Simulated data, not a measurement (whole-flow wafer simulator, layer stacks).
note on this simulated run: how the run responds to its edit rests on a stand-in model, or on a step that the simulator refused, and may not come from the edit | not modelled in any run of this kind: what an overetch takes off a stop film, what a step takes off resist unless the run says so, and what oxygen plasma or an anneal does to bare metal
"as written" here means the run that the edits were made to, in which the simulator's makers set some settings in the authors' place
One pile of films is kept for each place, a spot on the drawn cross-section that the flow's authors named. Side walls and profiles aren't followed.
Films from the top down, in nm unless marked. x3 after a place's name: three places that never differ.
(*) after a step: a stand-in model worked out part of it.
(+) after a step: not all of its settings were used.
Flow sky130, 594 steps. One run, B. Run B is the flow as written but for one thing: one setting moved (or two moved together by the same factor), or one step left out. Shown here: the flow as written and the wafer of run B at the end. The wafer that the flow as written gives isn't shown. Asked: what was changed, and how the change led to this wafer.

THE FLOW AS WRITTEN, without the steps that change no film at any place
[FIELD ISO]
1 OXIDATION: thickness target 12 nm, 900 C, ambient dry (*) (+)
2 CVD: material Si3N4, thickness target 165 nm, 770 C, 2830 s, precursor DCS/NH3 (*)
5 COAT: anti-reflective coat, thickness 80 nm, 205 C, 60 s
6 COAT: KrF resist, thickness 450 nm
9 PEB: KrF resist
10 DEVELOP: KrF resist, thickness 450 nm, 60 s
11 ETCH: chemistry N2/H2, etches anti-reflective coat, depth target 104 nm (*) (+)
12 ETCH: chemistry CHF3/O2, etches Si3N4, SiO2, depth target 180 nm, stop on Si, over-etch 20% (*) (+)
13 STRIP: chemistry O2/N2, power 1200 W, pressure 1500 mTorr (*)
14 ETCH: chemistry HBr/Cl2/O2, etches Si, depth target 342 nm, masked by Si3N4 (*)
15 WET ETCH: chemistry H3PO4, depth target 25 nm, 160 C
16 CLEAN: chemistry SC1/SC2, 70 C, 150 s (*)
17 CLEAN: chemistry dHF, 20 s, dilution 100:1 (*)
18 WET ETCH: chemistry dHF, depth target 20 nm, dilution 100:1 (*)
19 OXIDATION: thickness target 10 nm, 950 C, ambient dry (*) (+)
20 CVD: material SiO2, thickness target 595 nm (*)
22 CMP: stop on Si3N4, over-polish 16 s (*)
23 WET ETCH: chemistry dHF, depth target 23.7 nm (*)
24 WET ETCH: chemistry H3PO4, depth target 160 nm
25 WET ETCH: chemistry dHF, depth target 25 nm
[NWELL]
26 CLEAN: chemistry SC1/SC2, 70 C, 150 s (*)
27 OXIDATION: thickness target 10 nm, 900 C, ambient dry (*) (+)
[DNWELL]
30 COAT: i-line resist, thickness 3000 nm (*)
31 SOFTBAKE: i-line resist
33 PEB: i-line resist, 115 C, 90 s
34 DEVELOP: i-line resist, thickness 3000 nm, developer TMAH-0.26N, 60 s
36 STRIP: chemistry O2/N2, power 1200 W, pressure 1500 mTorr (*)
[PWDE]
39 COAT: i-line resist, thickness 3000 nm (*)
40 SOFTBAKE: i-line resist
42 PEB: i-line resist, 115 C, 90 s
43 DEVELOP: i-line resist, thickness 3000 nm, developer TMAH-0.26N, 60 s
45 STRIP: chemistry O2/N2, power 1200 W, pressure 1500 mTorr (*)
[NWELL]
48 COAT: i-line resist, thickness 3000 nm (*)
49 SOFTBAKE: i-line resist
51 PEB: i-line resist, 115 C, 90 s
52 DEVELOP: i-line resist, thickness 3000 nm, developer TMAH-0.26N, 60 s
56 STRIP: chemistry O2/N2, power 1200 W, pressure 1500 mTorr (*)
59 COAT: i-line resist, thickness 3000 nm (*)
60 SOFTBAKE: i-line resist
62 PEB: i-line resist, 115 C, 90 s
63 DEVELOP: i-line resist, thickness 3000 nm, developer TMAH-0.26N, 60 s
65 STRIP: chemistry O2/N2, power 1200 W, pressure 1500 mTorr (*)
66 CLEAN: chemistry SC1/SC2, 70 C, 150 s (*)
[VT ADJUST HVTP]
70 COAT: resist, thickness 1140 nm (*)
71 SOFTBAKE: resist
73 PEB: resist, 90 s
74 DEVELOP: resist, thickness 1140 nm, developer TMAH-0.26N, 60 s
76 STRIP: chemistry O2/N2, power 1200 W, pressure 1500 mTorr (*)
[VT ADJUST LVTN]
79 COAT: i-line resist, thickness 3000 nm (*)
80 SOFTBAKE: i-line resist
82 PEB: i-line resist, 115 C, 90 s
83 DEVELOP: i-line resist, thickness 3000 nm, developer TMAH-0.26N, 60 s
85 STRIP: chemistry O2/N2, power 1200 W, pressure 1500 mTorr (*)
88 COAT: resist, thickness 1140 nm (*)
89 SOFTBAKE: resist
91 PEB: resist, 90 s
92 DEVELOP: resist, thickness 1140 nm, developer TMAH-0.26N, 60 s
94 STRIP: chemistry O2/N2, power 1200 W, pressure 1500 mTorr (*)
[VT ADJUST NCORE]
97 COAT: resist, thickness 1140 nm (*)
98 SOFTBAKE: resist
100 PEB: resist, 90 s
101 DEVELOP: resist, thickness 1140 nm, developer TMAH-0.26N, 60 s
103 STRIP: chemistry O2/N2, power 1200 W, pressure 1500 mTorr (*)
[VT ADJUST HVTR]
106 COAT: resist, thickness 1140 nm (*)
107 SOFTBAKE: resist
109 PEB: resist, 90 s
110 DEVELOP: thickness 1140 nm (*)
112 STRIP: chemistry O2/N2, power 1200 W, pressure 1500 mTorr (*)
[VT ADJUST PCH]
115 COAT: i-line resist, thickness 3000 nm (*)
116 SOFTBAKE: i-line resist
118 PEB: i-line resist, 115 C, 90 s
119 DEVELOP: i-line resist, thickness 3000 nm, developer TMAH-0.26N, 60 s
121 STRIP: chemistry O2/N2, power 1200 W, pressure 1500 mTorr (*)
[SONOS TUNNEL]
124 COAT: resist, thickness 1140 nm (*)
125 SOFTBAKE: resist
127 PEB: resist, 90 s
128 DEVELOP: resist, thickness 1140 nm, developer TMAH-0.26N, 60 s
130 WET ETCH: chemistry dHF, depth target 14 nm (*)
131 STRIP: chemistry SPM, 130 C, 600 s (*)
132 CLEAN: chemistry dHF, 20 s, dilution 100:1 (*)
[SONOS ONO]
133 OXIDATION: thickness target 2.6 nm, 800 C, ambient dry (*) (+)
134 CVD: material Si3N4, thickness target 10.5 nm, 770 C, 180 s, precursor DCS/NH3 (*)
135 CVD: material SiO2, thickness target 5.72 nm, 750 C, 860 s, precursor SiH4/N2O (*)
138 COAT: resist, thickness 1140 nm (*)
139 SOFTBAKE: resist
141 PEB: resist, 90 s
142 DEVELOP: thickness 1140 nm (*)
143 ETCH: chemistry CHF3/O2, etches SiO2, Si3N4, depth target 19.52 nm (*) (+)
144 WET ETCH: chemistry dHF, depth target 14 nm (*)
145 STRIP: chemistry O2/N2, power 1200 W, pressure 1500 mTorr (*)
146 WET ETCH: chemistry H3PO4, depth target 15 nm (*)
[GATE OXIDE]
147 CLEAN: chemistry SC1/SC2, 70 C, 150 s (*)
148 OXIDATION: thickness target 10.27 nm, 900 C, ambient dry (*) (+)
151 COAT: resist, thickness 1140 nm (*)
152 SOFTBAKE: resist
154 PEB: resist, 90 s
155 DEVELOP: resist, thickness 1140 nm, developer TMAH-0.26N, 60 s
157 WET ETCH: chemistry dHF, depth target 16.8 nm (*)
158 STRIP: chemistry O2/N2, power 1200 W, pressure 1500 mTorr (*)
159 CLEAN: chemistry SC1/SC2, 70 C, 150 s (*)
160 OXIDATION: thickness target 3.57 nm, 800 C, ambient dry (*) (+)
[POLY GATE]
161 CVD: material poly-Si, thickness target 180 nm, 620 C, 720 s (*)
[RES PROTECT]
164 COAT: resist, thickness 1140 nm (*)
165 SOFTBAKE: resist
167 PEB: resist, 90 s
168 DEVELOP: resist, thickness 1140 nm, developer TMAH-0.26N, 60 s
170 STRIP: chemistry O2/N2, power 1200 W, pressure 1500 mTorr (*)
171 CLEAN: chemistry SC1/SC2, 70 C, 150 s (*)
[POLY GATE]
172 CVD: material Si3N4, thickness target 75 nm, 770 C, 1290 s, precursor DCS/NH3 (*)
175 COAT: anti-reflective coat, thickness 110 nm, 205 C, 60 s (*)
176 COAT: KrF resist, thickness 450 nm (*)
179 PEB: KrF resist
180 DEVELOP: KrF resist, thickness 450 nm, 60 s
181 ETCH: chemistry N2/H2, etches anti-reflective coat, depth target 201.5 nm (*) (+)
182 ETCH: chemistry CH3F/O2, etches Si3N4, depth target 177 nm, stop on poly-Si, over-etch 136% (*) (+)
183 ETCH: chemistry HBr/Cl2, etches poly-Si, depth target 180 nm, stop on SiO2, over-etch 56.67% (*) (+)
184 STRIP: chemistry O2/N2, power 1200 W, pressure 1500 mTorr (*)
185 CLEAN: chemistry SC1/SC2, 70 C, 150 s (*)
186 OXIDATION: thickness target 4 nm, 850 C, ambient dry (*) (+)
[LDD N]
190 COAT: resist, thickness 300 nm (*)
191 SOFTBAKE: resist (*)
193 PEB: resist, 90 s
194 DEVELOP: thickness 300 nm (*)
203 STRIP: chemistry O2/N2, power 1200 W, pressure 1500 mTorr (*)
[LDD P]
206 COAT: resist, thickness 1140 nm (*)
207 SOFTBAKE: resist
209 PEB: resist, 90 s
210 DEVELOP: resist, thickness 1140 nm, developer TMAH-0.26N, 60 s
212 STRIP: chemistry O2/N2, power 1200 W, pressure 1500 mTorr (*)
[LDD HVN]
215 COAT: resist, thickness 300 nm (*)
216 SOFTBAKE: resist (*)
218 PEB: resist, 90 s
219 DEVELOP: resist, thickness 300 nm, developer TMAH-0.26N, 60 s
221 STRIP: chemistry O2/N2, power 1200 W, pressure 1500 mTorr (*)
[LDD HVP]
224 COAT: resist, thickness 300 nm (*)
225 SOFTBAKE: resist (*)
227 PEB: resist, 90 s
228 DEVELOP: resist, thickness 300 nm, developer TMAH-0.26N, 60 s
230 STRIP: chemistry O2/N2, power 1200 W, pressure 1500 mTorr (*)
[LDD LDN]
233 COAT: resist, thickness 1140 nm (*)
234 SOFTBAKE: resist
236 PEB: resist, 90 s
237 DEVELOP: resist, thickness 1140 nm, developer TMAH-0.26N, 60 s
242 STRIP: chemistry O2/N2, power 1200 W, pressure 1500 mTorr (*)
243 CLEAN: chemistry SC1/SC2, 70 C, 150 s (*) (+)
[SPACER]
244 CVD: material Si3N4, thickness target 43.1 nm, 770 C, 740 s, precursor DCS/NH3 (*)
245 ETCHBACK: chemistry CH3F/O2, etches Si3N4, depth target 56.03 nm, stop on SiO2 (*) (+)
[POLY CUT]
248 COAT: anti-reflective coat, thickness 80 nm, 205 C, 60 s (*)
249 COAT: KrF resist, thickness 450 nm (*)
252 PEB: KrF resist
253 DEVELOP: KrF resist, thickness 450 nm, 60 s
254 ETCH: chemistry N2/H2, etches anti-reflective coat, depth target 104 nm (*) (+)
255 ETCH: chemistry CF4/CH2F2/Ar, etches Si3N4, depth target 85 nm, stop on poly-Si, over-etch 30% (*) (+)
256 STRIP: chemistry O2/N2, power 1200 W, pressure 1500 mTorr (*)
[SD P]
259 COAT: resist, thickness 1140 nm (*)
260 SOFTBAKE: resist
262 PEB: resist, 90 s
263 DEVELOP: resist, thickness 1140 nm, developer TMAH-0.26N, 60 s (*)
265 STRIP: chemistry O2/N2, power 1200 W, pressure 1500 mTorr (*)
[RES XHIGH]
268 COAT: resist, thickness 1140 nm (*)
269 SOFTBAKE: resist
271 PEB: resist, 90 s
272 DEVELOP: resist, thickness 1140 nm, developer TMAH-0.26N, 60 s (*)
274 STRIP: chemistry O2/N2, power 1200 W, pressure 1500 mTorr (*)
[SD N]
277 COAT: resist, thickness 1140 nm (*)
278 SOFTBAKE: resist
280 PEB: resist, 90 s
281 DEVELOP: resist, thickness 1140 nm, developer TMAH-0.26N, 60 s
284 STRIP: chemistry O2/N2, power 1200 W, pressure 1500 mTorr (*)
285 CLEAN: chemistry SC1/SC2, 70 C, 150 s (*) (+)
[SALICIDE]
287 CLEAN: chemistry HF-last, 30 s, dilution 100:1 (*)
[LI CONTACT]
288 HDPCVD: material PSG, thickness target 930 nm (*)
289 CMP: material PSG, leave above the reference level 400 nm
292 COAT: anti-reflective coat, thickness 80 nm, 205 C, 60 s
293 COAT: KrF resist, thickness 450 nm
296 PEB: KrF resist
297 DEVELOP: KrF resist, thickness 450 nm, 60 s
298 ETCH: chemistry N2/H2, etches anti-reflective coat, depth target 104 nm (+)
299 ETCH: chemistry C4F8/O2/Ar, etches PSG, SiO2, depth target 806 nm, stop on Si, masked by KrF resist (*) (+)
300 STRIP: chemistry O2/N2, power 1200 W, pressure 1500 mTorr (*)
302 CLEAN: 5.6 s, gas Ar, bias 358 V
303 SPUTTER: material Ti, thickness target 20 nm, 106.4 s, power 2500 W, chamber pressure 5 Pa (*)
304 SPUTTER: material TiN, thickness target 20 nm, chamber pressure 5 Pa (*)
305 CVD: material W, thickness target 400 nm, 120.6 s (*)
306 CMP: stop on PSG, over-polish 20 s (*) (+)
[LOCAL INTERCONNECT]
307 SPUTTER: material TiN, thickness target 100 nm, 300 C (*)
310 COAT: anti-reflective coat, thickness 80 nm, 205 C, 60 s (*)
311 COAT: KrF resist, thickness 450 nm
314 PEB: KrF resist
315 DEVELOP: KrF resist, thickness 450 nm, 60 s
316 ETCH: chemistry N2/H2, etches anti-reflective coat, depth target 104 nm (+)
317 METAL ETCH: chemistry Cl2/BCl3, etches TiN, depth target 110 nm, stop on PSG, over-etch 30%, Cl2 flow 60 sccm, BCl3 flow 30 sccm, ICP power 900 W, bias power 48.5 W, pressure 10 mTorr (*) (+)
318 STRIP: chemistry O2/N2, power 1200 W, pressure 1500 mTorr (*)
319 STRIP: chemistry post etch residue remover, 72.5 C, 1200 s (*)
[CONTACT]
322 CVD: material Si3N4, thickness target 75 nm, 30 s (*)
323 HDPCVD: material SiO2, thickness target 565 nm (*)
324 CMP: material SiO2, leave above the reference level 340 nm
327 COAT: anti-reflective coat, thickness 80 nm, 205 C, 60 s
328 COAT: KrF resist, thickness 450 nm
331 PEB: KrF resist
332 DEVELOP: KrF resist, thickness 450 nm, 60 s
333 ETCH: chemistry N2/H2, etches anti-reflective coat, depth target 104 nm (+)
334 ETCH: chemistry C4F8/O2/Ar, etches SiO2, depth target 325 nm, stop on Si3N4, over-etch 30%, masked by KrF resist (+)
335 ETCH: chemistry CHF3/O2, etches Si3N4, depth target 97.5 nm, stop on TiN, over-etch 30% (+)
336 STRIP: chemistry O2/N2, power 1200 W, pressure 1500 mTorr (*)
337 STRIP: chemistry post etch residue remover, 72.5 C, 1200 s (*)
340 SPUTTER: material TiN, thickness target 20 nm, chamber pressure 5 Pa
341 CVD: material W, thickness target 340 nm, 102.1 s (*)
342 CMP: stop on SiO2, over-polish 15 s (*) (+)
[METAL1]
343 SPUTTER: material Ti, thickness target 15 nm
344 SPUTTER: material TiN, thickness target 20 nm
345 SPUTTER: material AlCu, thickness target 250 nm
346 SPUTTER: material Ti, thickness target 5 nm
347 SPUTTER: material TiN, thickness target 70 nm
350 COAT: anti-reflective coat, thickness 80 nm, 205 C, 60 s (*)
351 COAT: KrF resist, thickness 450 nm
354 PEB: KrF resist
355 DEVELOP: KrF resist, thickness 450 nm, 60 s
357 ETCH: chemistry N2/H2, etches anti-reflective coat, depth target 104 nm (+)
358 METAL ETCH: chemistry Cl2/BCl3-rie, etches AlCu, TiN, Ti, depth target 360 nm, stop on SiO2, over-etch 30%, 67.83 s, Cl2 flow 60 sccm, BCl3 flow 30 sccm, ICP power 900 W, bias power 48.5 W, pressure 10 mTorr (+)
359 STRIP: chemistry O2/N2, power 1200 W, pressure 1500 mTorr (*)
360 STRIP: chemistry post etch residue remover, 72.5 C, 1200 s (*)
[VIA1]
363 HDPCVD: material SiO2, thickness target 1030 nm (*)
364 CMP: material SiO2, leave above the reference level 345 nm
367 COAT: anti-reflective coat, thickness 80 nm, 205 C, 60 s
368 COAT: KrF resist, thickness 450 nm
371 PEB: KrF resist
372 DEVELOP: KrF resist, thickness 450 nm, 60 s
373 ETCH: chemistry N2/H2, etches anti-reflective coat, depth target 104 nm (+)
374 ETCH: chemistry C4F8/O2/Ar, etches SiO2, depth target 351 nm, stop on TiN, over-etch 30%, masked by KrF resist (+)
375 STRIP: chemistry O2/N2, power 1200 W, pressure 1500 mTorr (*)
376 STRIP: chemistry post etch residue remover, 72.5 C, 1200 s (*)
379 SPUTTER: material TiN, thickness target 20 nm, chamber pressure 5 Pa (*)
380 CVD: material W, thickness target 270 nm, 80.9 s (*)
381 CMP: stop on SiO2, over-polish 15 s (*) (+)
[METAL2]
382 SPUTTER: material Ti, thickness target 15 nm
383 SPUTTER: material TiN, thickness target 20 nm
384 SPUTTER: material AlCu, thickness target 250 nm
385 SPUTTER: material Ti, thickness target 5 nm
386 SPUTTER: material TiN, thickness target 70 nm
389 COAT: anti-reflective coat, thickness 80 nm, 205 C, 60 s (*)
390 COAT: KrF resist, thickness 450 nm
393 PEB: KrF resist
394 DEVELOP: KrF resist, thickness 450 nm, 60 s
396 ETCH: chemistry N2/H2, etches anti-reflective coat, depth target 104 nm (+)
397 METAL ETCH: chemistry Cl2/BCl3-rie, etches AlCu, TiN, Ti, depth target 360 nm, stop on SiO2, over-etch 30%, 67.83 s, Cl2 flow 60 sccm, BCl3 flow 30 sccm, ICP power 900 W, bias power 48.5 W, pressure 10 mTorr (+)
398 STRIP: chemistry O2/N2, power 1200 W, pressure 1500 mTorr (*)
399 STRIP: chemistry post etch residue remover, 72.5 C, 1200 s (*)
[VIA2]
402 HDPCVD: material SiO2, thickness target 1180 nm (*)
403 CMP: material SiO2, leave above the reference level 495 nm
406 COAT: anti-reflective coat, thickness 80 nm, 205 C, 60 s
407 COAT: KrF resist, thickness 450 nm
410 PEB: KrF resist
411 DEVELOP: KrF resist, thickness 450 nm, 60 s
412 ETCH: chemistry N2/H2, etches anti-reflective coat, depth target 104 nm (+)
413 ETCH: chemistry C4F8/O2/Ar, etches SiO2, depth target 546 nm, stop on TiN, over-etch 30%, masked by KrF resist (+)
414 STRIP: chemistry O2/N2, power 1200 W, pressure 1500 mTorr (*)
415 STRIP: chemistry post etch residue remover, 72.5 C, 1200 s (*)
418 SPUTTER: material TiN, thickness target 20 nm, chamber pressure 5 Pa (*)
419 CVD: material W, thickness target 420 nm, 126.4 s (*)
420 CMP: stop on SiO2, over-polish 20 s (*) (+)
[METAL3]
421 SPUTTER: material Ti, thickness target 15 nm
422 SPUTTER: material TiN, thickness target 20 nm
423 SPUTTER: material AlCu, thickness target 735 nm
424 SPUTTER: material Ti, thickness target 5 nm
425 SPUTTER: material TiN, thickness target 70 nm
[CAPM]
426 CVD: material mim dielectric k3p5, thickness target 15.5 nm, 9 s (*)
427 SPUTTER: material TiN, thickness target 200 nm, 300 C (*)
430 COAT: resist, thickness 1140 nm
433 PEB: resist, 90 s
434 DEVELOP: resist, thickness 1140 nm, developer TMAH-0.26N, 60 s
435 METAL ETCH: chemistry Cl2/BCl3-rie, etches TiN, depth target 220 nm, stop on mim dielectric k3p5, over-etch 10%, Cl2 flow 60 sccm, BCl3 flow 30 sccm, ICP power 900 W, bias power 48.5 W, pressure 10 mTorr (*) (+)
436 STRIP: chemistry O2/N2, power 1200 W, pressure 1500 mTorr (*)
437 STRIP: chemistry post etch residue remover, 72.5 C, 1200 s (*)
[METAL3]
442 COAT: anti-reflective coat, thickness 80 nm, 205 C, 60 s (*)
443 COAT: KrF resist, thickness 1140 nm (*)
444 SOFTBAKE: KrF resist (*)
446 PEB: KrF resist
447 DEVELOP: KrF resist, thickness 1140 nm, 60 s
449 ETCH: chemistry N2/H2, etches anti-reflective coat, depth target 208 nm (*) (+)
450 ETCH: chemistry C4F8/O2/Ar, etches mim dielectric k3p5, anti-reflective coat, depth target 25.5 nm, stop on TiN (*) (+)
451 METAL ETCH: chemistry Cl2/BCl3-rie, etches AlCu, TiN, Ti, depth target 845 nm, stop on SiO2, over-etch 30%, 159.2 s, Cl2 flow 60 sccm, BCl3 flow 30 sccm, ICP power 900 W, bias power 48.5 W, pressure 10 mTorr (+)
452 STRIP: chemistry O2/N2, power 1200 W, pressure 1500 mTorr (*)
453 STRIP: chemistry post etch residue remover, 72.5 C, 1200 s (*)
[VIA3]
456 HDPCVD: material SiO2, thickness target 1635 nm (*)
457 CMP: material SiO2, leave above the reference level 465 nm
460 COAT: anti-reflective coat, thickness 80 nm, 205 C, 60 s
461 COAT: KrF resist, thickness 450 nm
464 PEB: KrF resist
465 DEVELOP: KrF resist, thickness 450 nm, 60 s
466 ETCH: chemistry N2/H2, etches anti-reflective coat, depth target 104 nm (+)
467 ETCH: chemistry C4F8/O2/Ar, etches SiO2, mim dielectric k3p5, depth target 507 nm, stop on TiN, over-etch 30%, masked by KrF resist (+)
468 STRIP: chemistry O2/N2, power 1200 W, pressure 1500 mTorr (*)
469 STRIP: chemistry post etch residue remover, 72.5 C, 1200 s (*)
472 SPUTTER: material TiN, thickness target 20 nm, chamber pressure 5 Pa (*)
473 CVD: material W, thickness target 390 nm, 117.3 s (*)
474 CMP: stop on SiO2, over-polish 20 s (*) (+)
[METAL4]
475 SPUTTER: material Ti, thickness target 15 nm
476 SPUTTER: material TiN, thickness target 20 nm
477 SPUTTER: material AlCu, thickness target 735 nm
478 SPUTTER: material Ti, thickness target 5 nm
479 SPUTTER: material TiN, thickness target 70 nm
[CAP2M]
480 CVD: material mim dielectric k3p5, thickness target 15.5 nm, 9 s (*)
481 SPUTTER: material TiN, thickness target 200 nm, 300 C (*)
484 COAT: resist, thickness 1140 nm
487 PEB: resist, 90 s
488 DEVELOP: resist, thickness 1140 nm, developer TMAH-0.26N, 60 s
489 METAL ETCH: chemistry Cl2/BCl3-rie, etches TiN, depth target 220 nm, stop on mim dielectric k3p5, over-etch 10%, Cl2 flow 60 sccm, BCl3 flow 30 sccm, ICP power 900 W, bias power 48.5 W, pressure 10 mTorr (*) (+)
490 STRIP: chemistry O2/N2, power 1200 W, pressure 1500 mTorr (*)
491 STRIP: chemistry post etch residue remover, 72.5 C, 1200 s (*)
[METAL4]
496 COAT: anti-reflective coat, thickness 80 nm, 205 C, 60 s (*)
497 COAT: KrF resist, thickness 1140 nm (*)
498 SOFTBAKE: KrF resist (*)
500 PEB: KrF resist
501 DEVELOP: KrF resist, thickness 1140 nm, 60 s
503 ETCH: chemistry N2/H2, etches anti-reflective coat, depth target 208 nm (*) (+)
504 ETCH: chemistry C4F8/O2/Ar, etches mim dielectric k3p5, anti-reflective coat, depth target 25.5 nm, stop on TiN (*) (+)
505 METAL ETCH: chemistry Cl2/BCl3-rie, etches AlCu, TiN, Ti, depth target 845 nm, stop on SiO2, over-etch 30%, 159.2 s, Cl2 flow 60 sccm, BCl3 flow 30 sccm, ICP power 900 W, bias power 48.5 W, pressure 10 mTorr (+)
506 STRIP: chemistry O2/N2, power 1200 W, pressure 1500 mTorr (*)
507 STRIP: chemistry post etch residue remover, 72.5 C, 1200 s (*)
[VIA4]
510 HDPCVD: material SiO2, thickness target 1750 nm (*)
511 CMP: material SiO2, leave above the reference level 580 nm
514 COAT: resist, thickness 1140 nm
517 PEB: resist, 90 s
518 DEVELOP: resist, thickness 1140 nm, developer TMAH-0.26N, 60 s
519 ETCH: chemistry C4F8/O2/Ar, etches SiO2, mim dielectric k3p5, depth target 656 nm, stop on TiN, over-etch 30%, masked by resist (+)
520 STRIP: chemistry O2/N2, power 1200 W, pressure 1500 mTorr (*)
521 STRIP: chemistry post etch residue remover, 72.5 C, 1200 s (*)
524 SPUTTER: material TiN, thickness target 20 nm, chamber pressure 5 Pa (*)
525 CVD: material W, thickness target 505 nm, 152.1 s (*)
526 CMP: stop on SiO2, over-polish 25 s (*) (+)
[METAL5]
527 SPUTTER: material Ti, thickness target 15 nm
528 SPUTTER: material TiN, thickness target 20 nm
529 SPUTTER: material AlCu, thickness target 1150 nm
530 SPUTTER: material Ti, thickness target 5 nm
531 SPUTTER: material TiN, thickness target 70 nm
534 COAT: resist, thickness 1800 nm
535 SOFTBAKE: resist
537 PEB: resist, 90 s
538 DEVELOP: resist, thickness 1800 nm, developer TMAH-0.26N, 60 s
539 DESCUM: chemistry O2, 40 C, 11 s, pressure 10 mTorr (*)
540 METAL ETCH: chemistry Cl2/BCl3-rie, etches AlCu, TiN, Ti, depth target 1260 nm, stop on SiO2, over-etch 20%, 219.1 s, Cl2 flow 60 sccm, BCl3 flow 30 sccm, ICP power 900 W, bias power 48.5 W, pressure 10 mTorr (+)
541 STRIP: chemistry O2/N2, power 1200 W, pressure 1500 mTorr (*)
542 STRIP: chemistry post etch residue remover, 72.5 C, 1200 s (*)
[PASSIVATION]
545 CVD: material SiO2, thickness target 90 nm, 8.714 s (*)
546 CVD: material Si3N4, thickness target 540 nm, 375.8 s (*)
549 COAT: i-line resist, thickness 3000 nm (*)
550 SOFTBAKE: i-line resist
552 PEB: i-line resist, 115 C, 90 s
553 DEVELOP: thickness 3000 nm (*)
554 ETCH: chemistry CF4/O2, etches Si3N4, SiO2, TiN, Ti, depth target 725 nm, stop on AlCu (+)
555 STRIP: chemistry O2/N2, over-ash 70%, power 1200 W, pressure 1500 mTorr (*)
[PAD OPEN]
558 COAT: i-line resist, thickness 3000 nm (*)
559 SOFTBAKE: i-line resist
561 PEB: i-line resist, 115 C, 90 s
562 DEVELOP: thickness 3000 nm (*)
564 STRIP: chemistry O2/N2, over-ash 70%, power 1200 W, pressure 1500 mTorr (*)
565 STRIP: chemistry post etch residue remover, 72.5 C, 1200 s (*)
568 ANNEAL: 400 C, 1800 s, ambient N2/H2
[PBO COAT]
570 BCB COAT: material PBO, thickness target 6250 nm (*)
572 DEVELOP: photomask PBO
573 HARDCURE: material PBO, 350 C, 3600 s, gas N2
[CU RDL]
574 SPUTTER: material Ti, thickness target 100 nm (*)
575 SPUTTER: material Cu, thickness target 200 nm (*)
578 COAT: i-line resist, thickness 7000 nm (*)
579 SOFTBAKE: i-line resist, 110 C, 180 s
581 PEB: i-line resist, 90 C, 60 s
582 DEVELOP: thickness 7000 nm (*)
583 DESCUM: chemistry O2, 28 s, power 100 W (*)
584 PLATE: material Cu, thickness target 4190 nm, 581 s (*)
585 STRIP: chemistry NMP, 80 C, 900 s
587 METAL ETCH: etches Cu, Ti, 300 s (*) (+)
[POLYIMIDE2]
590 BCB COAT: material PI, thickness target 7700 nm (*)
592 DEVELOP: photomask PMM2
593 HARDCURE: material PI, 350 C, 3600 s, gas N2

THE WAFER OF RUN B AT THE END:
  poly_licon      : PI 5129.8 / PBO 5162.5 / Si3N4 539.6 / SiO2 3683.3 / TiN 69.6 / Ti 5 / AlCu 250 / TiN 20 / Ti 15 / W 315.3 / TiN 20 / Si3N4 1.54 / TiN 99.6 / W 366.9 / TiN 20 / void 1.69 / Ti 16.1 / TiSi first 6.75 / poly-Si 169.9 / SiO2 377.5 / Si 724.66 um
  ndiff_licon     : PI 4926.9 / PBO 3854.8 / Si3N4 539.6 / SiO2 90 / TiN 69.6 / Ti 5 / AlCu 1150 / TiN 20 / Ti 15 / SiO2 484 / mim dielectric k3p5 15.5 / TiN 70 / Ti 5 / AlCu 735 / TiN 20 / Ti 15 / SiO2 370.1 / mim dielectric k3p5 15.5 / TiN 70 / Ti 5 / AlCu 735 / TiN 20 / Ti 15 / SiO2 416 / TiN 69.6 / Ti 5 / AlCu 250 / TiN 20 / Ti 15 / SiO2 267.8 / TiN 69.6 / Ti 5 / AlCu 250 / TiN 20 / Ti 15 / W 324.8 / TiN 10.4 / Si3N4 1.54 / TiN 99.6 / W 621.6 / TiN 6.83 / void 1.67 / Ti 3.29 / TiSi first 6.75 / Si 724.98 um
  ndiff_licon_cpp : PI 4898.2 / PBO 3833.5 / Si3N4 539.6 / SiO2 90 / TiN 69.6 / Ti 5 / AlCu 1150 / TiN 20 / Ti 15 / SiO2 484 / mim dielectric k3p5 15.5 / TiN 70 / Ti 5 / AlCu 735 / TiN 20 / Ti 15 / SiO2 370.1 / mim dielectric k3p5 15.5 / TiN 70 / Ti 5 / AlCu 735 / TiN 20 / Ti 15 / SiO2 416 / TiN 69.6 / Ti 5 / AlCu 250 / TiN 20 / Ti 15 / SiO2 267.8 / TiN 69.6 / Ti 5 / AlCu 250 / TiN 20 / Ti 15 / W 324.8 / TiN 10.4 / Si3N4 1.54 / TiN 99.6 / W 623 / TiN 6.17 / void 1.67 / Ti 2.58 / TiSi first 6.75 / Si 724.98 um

The cause: step 335, ETCH: depth target 73.1 nm was run, where the flow has depth target 97.5 nm.

How the change led to this, step by step:
  335 ETCH: chemistry CHF3/O2, etches Si3N4, depth target 97.5 nm, stop on TiN, over-etch 30% (+)
      poly_licon, ndiff_licon, ndiff_licon_cpp, rpo_hd_licon: Si3N4 -73.1 (as written it would be: Si3N4 -75 (all of it))
      field, active, n_well and 184 more: KrF resist -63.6 (as written it would be: KrF resist -84.8)
  336 STRIP: chemistry O2/N2, power 1200 W, pressure 1500 mTorr (*)
      field, active, n_well and 184 more: KrF resist -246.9 (all of it), anti-reflective coat -80 (all of it) (as written it would be: KrF resist -225.6 (all of it), anti-reflective coat -80 (all of it))
  340 SPUTTER: material TiN, thickness target 20 nm, chamber pressure 5 Pa
      ndiff_licon, ndiff_licon_cpp, rpo_hd_licon: TiN +10.4 (new film) (as written it would be: TiN +10.4)
      poly_licon: TiN +20 (new film) (as written it would be: TiN +20)
  342 CMP: stop on SiO2, over-polish 15 s (*) (+)
      poly_licon: W -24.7 (as written it would be: W -22.8)
Counting metal films that touch as one body, poly_licon has 3 bodies (between them, from the top down: Si3N4 1.54; void 1.69); the flow as written gives 2 bodies (between them, from the top down: void 1.69).
Counting metal films that touch as one body, ndiff_licon has 7 bodies (between them, from the top down: SiO2 484 / mim dielectric k3p5 15.5; SiO2 370.1 / mim dielectric k3p5 15.5; SiO2 416; SiO2 267.8; Si3N4 1.54; void 1.67); the flow as written gives 6 bodies (between them, from the top down: SiO2 484 / mim dielectric k3p5 15.5; SiO2 370.1 / mim dielectric k3p5 15.5; SiO2 416; SiO2 267.8; void 1.67).
Counting metal films that touch as one body, ndiff_licon_cpp has 7 bodies (between them, from the top down: SiO2 484 / mim dielectric k3p5 15.5; SiO2 370.1 / mim dielectric k3p5 15.5; SiO2 416; SiO2 267.8; Si3N4 1.54; void 1.67); the flow as written gives 6 bodies (between them, from the top down: SiO2 484 / mim dielectric k3p5 15.5; SiO2 370.1 / mim dielectric k3p5 15.5; SiO2 416; SiO2 267.8; void 1.67).
